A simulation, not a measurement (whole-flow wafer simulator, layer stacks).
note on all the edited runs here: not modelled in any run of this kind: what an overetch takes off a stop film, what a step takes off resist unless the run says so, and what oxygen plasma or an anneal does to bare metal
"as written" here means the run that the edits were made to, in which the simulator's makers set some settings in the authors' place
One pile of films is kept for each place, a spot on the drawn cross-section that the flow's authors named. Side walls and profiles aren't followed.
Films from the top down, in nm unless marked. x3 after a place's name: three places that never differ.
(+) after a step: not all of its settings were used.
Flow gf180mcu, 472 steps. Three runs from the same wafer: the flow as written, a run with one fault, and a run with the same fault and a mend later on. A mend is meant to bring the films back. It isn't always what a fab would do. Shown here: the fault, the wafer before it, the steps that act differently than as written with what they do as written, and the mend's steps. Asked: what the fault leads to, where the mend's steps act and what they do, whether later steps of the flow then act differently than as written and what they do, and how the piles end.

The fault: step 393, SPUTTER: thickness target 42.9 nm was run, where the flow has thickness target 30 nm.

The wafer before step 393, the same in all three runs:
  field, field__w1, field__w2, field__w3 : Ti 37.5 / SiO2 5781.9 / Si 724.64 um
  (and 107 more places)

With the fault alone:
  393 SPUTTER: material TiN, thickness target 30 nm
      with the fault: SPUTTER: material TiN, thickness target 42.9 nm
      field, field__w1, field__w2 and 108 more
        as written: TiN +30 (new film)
        with the fault: TiN +42.9 (new film)
  Later steps of the flow that act differently than as written (1 more step differs only slightly, by at most 2% or 0.5 nm, whichever is larger, and isn't shown):
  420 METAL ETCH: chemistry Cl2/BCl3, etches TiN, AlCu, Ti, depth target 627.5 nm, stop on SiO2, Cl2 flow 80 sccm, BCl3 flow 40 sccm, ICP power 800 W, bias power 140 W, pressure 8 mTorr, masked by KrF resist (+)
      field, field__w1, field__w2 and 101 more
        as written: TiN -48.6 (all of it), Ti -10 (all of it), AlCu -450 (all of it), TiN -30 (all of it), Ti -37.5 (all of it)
        with the fault: TiN -48.6 (all of it), Ti -10 (all of it), AlCu -450 (all of it), TiN -42.9 (all of it), Ti -37.5 (all of it)
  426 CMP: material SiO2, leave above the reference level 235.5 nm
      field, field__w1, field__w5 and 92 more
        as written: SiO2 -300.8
        with the fault: SiO2 -287.9
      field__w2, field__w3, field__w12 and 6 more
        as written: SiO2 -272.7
        with the fault: SiO2 -259.2
  At the end the piles differ from the flow's by more than 2% or 0.5 nm, whichever is larger, at field__w4, field__w8, contact, m1, m1__w1, mim, mim_1p0, m1_nw.
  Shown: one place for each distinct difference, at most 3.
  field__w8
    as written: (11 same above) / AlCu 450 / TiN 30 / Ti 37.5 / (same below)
    with the fault: (11 same above) / AlCu 450 / TiN 42.9 / Ti 37.5 / (same below)
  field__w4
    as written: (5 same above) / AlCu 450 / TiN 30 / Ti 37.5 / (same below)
    with the fault: (5 same above) / AlCu 450 / TiN 42.9 / Ti 37.5 / (same below)
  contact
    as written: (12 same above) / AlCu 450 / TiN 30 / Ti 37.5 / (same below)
    with the fault: (12 same above) / AlCu 450 / TiN 42.9 / Ti 37.5 / (same below)

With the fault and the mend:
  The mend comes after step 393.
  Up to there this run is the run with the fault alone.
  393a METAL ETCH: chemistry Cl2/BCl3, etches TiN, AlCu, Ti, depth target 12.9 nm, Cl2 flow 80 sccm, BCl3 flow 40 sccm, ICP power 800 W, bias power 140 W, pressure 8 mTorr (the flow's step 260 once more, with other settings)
      field, field__w1, field__w2 and 108 more
        TiN -12.9
  No later step of the flow acts differently than as written at any place that is followed.
  At the end the piles are the same as the flow's at every place that both follow.
